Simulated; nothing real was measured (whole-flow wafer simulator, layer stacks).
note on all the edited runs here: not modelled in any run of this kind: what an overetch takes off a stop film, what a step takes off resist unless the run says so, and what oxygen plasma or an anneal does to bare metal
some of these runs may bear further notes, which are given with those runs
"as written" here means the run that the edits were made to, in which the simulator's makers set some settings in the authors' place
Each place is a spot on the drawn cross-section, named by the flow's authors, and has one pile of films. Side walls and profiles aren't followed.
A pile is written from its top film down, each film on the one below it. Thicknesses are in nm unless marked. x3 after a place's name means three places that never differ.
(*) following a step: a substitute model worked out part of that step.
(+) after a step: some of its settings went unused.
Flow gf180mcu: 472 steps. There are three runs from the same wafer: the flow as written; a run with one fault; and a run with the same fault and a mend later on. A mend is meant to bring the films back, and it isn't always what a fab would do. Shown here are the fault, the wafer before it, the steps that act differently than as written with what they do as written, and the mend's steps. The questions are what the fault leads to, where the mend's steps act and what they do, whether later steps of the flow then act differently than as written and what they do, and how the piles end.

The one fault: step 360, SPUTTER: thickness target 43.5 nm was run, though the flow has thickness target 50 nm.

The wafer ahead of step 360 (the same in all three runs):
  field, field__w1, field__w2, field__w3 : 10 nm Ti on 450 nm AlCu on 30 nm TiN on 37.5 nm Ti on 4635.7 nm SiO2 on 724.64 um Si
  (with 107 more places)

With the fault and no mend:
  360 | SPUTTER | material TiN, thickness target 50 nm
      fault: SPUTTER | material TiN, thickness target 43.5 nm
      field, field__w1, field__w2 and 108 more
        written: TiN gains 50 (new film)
        fault: TiN gains 43.5 (new film)
  Steps later in the flow that act otherwise than as written (not shown: 5 more steps that differ only slightly, by at most 2% or 0.5 nm, whichever is larger):
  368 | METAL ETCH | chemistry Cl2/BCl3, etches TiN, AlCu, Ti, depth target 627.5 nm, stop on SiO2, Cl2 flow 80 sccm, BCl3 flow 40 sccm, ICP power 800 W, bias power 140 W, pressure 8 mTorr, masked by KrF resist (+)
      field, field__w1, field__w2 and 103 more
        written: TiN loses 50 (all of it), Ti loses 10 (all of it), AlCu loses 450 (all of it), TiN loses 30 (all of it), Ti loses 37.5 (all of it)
        fault: TiN loses 43.5 (all of it), Ti loses 10 (all of it), AlCu loses 450 (all of it), TiN loses 30 (all of it), Ti loses 37.5 (all of it)
  The piles end different from the flow's at field__w8, contact, m1, m1__w1, m1_nw by more than 2% or 0.5 nm, whichever is larger.
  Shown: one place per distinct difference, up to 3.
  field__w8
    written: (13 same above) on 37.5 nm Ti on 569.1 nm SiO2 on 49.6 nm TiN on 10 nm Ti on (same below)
    fault: (13 same above) on 37.5 nm Ti on 575.6 nm SiO2 on 43.1 nm TiN on 10 nm Ti on (same below)
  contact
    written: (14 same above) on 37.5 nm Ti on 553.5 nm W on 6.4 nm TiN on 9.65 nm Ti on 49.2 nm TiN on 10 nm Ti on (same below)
    fault: (14 same above) on 37.5 nm Ti on 560.1 nm W on 6.38 nm TiN on 9.62 nm Ti on 42.7 nm TiN on 10 nm Ti on (same below)

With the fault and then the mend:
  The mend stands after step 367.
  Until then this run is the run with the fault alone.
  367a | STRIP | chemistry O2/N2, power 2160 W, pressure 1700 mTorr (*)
      field__w8, contact, m1, m1__w1, m1_nw
        KrF resist loses 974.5 (all of it)
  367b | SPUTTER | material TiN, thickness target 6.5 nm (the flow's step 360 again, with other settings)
      field, field__w1, field__w2 and 108 more
        TiN gains 6.5
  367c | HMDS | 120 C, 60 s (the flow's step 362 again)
      alters no film at any place that is followed
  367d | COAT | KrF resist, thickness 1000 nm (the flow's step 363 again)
      field, field__w1, field__w2 and 108 more
        KrF resist gains 1000 (new film)
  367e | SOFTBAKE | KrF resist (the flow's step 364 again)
      alters no film at any place that is followed
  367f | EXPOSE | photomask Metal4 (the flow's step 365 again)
      alters no film at any place that is followed
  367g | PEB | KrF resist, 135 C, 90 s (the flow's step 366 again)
      field, field__w1, field__w2 and 108 more
        KrF resist loses 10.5
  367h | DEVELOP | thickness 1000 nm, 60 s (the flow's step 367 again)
      field, field__w1, field__w2 and 103 more
        KrF resist loses 989.5 (all of it)
      field__w8, contact, m1, m1__w1, m1_nw
        KrF resist loses 14.9
  Every later step of the flow that is run acts as written at every place that is followed.
  By the end, the piles equal the flow's at every place that both follow.
